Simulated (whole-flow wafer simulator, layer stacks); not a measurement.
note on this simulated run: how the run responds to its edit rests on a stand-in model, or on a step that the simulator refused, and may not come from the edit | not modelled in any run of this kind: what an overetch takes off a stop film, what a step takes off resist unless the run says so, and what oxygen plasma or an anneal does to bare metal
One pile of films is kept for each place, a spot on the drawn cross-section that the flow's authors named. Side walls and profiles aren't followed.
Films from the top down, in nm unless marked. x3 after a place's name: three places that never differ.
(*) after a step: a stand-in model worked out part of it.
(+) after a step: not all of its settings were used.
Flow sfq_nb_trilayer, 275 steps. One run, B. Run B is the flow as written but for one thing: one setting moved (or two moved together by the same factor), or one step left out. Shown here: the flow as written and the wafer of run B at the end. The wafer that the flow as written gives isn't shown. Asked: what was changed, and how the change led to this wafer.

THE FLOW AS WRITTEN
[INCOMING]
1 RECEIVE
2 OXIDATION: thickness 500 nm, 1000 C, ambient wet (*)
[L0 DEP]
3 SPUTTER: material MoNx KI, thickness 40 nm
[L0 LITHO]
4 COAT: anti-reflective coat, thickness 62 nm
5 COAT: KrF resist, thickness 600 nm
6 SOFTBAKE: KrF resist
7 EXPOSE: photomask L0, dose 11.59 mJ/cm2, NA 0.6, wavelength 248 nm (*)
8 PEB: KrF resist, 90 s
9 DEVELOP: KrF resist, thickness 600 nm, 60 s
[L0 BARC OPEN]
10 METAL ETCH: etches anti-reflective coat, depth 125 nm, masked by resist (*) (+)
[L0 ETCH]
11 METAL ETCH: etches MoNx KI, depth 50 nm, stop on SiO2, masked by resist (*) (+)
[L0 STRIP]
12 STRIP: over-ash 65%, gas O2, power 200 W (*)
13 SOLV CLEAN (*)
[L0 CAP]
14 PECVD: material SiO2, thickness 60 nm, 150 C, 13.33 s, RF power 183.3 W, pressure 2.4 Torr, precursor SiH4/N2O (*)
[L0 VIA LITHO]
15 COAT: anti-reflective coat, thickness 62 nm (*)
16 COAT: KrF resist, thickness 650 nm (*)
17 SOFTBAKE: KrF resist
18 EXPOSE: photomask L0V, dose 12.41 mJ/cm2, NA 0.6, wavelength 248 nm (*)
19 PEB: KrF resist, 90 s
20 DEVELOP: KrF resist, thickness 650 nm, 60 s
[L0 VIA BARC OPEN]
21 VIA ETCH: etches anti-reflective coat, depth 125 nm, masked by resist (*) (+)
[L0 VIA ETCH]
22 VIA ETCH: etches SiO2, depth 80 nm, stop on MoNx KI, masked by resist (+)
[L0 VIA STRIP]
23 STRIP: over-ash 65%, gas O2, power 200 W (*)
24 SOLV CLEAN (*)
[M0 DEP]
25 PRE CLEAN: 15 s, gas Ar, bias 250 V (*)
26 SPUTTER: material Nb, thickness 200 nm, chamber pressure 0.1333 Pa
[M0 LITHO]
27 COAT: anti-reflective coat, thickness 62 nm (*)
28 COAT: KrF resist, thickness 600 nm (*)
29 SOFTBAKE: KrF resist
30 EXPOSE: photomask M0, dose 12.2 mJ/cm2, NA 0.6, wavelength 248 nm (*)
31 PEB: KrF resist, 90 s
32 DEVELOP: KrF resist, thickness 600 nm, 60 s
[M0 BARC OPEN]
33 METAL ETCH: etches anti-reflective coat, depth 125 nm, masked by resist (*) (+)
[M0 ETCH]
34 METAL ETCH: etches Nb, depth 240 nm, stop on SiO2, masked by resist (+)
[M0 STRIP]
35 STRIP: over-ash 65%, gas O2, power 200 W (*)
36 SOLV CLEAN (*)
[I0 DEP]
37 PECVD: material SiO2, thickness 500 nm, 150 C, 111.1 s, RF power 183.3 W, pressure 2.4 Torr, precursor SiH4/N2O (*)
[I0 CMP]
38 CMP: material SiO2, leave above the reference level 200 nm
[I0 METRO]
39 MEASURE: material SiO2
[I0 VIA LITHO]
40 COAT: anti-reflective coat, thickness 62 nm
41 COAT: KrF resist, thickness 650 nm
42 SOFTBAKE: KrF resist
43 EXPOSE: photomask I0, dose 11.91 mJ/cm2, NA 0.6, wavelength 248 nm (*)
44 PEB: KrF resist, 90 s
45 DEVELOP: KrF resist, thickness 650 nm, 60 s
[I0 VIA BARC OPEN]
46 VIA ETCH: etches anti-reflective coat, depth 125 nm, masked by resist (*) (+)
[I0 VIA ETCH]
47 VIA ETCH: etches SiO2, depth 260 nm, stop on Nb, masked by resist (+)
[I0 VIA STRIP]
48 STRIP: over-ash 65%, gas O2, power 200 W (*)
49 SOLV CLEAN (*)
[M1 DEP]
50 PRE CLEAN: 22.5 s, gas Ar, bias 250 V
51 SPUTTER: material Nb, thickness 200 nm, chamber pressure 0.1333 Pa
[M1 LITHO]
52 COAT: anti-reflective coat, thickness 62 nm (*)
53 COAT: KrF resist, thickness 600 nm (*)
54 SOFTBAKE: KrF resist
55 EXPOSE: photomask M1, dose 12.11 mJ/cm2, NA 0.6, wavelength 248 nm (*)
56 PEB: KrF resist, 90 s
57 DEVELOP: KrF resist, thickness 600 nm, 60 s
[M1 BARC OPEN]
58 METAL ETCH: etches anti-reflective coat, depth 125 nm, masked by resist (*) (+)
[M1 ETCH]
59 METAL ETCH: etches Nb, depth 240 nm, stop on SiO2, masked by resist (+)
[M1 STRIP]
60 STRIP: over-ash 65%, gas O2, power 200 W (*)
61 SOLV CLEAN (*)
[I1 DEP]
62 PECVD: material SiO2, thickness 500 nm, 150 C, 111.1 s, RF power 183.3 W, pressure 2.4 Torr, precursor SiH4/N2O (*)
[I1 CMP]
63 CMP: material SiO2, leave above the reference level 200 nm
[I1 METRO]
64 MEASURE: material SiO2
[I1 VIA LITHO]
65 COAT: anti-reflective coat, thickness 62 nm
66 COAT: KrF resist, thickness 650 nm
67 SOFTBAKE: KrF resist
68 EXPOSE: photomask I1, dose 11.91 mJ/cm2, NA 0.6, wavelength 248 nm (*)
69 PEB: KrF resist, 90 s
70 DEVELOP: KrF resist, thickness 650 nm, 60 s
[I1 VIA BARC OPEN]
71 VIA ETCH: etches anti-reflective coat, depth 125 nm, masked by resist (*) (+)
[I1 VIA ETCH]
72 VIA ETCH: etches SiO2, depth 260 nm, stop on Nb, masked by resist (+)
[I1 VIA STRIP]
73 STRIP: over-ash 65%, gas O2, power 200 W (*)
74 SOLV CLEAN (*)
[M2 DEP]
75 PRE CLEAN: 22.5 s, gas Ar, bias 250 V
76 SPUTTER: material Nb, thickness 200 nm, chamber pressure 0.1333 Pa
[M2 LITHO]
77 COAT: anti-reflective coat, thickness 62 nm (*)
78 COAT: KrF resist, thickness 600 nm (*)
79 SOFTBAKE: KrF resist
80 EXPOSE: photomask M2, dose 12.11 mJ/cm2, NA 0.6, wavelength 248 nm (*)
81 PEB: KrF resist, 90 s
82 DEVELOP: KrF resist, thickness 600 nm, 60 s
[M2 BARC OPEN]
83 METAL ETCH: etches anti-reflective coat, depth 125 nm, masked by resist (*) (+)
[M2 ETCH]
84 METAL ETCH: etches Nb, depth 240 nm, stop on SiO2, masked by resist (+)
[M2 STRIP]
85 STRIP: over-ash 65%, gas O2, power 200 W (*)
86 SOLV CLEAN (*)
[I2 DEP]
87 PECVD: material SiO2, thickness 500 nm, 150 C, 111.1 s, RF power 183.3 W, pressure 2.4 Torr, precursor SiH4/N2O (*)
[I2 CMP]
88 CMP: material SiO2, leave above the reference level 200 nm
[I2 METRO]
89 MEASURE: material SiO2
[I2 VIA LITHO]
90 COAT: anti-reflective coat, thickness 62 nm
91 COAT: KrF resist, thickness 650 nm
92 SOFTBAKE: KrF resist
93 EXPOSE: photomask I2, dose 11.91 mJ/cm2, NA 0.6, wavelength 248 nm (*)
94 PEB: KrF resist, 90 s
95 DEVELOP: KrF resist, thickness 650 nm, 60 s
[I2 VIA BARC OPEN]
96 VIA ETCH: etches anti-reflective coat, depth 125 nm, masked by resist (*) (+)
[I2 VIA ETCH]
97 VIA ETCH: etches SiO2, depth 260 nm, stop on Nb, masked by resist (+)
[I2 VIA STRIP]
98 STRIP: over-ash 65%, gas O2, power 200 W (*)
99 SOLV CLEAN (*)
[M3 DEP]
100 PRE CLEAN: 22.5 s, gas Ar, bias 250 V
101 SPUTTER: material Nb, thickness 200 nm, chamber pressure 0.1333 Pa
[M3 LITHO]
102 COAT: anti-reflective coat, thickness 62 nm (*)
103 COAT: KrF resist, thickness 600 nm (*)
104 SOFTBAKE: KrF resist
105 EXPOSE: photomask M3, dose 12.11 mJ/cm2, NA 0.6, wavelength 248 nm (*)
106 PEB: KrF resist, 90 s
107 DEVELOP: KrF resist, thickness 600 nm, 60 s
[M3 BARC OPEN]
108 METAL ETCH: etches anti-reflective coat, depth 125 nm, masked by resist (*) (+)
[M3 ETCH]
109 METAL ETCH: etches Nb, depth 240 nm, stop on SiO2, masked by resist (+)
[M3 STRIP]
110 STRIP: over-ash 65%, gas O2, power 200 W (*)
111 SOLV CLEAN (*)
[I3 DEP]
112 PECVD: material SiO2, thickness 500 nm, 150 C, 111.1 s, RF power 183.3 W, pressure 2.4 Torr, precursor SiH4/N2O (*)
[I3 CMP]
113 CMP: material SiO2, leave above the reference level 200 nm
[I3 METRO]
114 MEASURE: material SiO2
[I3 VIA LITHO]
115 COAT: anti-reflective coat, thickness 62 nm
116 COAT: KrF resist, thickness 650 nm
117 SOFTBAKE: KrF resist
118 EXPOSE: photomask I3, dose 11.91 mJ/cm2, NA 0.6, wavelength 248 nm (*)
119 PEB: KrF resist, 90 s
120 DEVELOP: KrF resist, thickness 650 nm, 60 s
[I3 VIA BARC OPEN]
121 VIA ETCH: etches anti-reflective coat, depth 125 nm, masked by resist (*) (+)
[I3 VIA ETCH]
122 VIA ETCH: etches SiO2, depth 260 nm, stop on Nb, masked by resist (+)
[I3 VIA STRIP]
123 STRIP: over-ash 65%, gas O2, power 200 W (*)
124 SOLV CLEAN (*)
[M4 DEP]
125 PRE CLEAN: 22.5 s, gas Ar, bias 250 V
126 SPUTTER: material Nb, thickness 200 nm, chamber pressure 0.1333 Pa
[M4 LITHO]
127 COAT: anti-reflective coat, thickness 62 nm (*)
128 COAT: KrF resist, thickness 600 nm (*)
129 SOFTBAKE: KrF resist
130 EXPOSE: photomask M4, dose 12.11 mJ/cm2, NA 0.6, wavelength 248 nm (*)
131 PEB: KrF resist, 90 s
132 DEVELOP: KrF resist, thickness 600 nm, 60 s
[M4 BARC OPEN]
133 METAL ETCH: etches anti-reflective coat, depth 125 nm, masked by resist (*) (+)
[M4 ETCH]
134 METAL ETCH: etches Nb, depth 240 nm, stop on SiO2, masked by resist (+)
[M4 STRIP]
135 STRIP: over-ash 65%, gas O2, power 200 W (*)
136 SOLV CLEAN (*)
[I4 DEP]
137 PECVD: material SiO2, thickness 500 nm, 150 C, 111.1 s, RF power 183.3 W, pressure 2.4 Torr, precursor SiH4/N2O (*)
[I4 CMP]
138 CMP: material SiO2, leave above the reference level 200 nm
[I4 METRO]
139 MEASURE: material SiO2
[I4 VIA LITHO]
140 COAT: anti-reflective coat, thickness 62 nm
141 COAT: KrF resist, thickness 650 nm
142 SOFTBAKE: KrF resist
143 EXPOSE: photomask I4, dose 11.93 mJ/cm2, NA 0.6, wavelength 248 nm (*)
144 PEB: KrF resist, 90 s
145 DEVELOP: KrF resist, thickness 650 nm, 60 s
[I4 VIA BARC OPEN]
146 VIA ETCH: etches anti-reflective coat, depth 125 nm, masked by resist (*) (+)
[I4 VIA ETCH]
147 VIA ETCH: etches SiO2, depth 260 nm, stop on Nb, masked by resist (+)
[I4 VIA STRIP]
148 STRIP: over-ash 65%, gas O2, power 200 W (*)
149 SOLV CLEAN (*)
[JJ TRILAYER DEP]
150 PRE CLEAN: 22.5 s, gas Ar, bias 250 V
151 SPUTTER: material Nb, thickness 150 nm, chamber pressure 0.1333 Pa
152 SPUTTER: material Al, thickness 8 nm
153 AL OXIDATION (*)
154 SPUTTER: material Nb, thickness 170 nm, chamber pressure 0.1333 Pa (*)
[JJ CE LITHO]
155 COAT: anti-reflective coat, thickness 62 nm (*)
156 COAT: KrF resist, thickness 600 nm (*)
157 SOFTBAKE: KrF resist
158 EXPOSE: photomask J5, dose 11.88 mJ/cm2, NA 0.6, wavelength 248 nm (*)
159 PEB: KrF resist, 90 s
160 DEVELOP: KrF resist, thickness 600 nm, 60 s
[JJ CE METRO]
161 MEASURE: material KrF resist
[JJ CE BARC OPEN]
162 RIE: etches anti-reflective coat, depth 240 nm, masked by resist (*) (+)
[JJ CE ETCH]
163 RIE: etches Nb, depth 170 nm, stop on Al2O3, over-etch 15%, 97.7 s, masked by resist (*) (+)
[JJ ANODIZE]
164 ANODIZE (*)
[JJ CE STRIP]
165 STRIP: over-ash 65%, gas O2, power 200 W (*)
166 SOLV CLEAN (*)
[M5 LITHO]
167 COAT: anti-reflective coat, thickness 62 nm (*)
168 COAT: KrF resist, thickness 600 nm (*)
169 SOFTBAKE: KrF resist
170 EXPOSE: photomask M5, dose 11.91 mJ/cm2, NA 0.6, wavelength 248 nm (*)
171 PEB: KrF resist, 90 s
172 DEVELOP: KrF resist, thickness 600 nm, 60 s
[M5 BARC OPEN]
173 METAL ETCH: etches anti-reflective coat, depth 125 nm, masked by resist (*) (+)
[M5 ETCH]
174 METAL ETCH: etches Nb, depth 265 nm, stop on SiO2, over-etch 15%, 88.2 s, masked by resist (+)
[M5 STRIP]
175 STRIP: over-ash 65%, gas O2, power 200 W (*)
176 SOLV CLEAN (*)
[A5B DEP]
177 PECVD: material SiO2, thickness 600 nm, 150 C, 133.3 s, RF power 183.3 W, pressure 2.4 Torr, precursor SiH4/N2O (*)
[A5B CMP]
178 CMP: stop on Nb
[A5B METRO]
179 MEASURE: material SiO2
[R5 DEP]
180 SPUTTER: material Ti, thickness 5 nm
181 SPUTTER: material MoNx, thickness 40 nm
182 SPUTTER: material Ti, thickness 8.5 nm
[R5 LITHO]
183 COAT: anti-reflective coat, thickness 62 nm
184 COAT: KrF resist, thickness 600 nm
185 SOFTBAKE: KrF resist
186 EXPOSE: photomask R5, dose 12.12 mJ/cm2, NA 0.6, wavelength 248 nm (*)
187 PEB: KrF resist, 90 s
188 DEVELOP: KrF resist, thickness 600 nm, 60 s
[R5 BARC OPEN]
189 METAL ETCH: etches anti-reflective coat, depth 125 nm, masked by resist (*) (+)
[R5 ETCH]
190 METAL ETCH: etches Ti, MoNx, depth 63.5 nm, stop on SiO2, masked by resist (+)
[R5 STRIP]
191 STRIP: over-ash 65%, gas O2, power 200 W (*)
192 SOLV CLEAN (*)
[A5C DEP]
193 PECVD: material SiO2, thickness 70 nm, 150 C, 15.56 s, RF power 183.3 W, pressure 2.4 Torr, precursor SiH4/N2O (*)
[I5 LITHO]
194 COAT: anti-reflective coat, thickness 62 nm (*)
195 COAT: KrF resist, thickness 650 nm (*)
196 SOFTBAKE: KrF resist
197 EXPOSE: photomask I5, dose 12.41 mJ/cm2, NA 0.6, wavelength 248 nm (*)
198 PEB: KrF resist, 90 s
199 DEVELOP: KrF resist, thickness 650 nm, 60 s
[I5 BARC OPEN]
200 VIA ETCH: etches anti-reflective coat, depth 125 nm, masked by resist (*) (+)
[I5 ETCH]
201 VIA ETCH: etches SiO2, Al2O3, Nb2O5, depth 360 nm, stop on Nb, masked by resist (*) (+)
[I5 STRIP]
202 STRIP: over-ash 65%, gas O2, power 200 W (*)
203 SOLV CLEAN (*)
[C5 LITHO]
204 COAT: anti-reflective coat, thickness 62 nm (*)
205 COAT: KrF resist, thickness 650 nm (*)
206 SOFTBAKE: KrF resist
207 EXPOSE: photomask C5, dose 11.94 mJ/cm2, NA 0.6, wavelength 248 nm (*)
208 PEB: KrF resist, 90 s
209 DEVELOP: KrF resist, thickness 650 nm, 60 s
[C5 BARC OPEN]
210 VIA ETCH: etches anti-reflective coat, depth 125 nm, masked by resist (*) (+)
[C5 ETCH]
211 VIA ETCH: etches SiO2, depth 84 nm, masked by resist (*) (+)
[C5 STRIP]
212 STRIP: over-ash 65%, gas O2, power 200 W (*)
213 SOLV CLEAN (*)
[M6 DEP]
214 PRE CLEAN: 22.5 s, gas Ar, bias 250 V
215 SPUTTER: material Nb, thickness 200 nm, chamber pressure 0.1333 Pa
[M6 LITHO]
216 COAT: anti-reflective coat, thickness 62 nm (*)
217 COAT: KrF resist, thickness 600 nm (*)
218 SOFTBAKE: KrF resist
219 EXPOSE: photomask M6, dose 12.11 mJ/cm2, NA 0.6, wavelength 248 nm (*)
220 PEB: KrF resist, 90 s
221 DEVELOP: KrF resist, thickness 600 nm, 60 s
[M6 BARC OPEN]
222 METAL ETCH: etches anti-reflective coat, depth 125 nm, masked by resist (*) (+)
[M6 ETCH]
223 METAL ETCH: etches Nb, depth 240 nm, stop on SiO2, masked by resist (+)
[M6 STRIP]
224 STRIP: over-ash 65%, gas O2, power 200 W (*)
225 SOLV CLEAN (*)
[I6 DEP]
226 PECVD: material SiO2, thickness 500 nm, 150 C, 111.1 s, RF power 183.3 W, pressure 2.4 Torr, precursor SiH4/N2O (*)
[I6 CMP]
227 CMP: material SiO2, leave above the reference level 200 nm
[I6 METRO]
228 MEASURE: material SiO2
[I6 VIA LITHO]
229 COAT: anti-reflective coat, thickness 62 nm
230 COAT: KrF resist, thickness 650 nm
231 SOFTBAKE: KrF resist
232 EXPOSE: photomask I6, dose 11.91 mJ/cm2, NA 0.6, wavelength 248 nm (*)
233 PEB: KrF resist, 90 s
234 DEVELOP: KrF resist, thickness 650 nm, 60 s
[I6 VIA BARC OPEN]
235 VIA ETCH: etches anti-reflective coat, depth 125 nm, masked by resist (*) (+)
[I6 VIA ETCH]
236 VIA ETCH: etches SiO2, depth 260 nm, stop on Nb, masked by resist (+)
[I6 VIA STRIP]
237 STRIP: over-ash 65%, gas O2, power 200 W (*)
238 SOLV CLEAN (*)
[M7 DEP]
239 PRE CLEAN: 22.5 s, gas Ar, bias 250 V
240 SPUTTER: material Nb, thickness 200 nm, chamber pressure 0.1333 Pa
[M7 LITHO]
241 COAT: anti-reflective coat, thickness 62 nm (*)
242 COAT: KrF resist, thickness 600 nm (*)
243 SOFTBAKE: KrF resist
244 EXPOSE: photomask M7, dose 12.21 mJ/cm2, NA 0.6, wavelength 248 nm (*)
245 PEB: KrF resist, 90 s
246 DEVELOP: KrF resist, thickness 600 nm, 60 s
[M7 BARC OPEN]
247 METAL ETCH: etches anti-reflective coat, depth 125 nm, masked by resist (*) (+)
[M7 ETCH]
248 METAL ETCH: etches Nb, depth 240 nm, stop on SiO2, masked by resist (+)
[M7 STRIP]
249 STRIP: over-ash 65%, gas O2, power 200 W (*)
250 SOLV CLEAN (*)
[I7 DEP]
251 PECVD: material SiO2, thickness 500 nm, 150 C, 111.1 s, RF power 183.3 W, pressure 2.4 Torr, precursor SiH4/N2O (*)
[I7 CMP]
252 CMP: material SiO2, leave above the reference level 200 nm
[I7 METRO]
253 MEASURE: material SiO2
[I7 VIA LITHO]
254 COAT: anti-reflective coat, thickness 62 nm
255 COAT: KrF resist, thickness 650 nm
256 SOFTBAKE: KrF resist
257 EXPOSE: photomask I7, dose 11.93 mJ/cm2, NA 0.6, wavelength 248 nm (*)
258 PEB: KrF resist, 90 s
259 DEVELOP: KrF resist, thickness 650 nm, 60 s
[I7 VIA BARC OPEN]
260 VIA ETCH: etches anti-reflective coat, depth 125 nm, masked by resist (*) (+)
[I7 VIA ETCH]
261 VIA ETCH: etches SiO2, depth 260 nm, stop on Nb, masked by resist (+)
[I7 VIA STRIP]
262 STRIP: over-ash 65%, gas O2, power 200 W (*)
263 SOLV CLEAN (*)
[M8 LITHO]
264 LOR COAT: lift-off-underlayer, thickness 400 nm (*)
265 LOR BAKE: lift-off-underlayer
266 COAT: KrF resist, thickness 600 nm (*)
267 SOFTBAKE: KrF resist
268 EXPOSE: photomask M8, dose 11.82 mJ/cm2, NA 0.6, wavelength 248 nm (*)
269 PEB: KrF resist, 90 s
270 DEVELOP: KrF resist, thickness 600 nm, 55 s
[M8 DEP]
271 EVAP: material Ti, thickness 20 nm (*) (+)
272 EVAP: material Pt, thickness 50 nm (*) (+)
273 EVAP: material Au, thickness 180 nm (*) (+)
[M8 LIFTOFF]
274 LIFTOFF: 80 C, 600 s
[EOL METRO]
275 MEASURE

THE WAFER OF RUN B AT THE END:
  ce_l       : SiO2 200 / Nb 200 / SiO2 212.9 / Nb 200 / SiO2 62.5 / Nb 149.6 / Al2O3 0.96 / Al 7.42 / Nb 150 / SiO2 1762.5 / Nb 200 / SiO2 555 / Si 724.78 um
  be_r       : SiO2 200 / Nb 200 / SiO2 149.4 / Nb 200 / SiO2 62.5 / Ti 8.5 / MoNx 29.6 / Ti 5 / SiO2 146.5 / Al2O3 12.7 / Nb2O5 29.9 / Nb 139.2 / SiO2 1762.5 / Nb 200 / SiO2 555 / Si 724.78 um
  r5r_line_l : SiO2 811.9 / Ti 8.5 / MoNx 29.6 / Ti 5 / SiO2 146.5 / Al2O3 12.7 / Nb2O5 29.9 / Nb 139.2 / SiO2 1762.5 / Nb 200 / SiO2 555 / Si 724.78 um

The cause: step 181, SPUTTER: thickness 29.6 nm was run, where the flow has thickness 40 nm.
It can be read off the wafer: be_r has MoNx 29.6, and step 181 as written asks for 40 nm.

How the change led to this, step by step:
  181 SPUTTER: material MoNx, thickness 40 nm
      field_l, v_sur, via_wl and 103 more: MoNx +29.6 (new film) (as written it would be: MoNx +40 (new film))
  190 METAL ETCH: etches Ti, MoNx, depth 63.5 nm, stop on SiO2, masked by resist (+)
      field_l, v_sur, via_wl and 92 more: Ti -8.5 (all of it), MoNx -29.6 (all of it), Ti -5 (all of it) (as written it would be: Ti -8.5 (all of it), MoNx -40 (all of it), Ti -5 (all of it))
      ce_l, c5j, ce_r, wl_jj: Ti -8.5 (all of it), MoNx -29.6 (all of it), Ti -5 (all of it), Nb -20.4 (as written it would be: Ti -8.5 (all of it), MoNx -40 (all of it), Ti -5 (all of it), Nb -10)
  194 COAT: anti-reflective coat, thickness 62 nm (*)
      wl_j_sl, wl_j_sr: anti-reflective coat +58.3 (new film) (as written it would be: anti-reflective coat +60.2 (new film))
      r5r_spacepad_l, r5r_spacepad_r: anti-reflective coat +79.9 (new film) (as written it would be: anti-reflective coat +84.4 (new film))
      (and at 12 more places)
  202 STRIP: over-ash 65%, gas O2, power 200 W (*)
      wl_j_sl, wl_j_sr: KrF resist -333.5 (all of it), anti-reflective coat -58.3 (all of it) (as written it would be: KrF resist -333.3 (all of it), anti-reflective coat -60.2 (all of it))
      r5r_spacepad_l, r5r_spacepad_r: KrF resist -335.2 (all of it), anti-reflective coat -79.9 (all of it) (as written it would be: KrF resist -335.6 (all of it), anti-reflective coat -84.4 (all of it))
      (and at 12 more places)
  204 COAT: anti-reflective coat, thickness 62 nm (*)
      wl_j_sl, wl_j_sr: anti-reflective coat +58.3 (new film) (as written it would be: anti-reflective coat +60.2 (new film))
      r5r_spacepad_l, r5r_spacepad_r: anti-reflective coat +79.9 (new film) (as written it would be: anti-reflective coat +84.4 (new film))
      (and at 12 more places)
  210 VIA ETCH: etches anti-reflective coat, depth 125 nm, masked by resist (*) (+)
      c5j: anti-reflective coat -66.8 (all of it), SiO2 -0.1 (as written it would be: anti-reflective coat -63.9 (all of it), SiO2 -0.11)
  212 STRIP: over-ash 65%, gas O2, power 200 W (*)
      wl_j_sl, wl_j_sr: KrF resist -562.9 (all of it), anti-reflective coat -58.3 (all of it) (as written it would be: KrF resist -563.4 (all of it), anti-reflective coat -60.2 (all of it))
      r5r_spacepad_l, r5r_spacepad_r: KrF resist -564.6 (all of it), anti-reflective coat -79.9 (all of it) (as written it would be: KrF resist -565.8 (all of it), anti-reflective coat -84.4 (all of it))
      (and at 11 more places)
  216 COAT: anti-reflective coat, thickness 62 nm (*)
      r5r_line_l, r5r_line_c, r5r_line_r: anti-reflective coat +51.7 (new film) (as written it would be: anti-reflective coat +50 (new film))
      wl_j_sl, wl_j_sr: anti-reflective coat +58.4 (new film) (as written it would be: anti-reflective coat +60.2 (new film))
      (and at 11 more places)
  222 METAL ETCH: etches anti-reflective coat, depth 125 nm, masked by resist (*) (+)
      r5r_line_l, r5r_line_c, r5r_line_r: anti-reflective coat -51.7 (all of it) (as written it would be: anti-reflective coat -50 (all of it))
      r5r_spacepad_l, r5r_spacepad_r: anti-reflective coat -80.7 (all of it) (as written it would be: anti-reflective coat -85.7 (all of it))
      (and at 1 more place)
  224 STRIP: over-ash 65%, gas O2, power 200 W (*)
      wl_j_sl, wl_j_sr: KrF resist -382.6 (all of it), anti-reflective coat -58.4 (all of it) (as written it would be: KrF resist -382.5 (all of it), anti-reflective coat -60.2 (all of it))
      jj_sur: KrF resist -377.9 (all of it), anti-reflective coat -54.2 (all of it) (as written it would be: KrF resist -378.5 (all of it), anti-reflective coat -56.1 (all of it))
      (and at 7 more places)
  226 PECVD: material SiO2, thickness 500 nm, 150 C, 111.1 s, RF power 183.3 W, pressure 2.4 Torr, precursor SiH4/N2O (*)
      r5r_spacepad_l, r5r_spacepad_r: SiO2 +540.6 (as written it would be: SiO2 +553.5)
  227 CMP: material SiO2, leave above the reference level 200 nm
      ce_l, ce_r, wl_jj: SiO2 -279.6 (as written it would be: SiO2 -290)
      be_r, r_sur, r_end: SiO2 -343.1 (as written it would be: SiO2 -353.5)
      (and at 7 more places)
